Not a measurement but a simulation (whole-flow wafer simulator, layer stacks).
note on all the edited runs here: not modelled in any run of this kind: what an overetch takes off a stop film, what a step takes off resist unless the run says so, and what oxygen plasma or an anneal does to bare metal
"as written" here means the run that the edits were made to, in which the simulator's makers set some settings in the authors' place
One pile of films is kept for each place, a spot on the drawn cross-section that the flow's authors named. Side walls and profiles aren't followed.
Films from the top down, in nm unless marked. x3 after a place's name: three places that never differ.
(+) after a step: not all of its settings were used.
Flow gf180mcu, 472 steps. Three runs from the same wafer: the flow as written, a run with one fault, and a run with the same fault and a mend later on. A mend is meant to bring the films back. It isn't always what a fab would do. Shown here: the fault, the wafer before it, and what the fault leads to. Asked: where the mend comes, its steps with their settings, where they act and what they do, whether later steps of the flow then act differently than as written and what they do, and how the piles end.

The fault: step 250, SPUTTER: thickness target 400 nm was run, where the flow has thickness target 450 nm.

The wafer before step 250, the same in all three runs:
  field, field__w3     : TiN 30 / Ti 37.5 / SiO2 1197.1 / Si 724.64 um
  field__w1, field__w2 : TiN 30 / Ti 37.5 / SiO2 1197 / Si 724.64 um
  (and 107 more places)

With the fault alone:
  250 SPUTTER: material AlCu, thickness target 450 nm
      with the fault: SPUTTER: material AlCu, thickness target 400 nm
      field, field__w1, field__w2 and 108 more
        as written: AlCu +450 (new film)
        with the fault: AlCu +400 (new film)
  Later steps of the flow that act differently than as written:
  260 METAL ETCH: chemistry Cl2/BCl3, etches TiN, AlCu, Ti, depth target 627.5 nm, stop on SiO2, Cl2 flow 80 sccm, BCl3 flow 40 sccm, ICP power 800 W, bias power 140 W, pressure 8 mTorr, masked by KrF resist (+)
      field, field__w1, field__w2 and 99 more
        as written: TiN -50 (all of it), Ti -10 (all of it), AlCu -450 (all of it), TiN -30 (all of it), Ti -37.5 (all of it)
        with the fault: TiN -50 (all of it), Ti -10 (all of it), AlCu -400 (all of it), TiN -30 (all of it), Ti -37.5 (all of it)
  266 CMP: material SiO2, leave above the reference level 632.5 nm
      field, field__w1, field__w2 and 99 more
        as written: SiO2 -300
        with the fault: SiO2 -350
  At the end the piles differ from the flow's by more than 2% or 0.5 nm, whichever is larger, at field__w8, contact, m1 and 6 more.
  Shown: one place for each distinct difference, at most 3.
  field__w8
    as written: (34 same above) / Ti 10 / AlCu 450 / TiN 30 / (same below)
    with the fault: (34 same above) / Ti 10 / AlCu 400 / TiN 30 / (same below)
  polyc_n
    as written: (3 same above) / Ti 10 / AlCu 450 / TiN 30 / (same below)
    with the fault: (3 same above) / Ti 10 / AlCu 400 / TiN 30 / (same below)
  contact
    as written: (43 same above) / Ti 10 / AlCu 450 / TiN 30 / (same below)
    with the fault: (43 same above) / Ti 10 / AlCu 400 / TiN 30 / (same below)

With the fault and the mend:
  The mend comes after step 250.
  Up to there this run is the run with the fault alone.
  250a SPUTTER: material AlCu, thickness target 50 nm (the flow's step 250 once more, with other settings)
      field, field__w1, field__w2 and 108 more
        AlCu +50
  No later step of the flow acts differently than as written at any place that is followed.
  At the end the piles are the same as the flow's at every place that both follow.
